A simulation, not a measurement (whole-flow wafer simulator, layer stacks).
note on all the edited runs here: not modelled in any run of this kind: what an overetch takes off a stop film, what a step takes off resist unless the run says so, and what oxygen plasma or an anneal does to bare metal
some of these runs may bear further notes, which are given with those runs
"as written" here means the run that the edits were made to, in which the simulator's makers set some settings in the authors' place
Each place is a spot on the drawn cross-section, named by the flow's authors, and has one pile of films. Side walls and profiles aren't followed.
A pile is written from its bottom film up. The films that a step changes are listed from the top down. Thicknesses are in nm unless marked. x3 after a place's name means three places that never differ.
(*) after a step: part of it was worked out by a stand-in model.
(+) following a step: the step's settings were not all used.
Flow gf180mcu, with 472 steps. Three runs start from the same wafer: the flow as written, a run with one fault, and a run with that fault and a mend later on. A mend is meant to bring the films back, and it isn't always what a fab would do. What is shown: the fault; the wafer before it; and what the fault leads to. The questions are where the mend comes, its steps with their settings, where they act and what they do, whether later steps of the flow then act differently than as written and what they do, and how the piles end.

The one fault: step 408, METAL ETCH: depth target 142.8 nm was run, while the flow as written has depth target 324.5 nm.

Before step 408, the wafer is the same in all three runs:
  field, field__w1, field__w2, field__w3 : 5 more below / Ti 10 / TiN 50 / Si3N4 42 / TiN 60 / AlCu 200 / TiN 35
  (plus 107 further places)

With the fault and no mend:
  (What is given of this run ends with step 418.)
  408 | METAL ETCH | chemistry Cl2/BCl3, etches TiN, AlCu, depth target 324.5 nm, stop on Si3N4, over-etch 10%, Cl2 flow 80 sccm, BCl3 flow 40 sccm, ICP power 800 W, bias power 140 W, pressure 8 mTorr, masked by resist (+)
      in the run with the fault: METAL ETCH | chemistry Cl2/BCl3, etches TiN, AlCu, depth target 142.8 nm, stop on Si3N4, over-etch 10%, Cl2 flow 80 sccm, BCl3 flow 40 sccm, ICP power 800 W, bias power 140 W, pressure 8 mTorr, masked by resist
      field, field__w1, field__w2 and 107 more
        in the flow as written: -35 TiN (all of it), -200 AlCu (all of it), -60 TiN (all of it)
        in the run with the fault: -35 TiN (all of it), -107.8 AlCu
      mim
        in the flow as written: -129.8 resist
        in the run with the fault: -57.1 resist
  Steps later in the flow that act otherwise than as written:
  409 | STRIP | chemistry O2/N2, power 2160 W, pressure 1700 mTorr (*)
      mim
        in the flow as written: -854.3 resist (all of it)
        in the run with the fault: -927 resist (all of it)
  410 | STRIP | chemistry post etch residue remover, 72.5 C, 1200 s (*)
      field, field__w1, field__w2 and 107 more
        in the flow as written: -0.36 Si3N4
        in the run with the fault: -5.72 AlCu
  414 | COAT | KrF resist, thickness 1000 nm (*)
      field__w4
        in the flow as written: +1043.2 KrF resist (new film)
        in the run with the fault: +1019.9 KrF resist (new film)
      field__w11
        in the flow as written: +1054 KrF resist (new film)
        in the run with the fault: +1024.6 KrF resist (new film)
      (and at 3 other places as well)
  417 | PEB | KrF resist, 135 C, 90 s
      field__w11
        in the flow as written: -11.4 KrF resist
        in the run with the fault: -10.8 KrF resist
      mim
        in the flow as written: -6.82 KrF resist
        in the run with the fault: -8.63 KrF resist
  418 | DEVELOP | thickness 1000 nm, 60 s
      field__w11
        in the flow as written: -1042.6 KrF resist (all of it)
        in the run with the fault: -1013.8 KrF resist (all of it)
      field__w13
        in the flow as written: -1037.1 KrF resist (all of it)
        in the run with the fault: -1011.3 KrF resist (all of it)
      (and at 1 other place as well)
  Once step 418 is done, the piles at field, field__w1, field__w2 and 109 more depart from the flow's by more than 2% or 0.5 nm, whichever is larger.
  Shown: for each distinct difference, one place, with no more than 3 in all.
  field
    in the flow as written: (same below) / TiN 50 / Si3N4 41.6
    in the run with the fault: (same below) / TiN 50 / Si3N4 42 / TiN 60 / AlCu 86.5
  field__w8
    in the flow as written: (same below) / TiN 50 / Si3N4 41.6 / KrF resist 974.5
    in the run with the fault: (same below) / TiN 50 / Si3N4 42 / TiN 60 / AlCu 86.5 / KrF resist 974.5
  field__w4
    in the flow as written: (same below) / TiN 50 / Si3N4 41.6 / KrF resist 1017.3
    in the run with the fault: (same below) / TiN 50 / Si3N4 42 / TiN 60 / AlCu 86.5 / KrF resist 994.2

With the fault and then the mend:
  The mend follows step 408.
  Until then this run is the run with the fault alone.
  408a | METAL ETCH | chemistry Cl2/BCl3, etches TiN, AlCu, depth target 181.7 nm, stop on Si3N4, over-etch 10%, Cl2 flow 80 sccm, BCl3 flow 40 sccm, ICP power 800 W, bias power 140 W, pressure 8 mTorr, masked by resist (+) (the flow's step 408 again, with other settings)
      field, field__w1, field__w2 and 107 more
        -92.2 AlCu (all of it), -60 TiN (all of it)
      mim
        -67 resist
  Every later step of the flow that is run acts as written, at every place that is followed, to within 2% or 0.5 nm, whichever is larger.
  At every place that both follow, the piles at the end match the flow's.
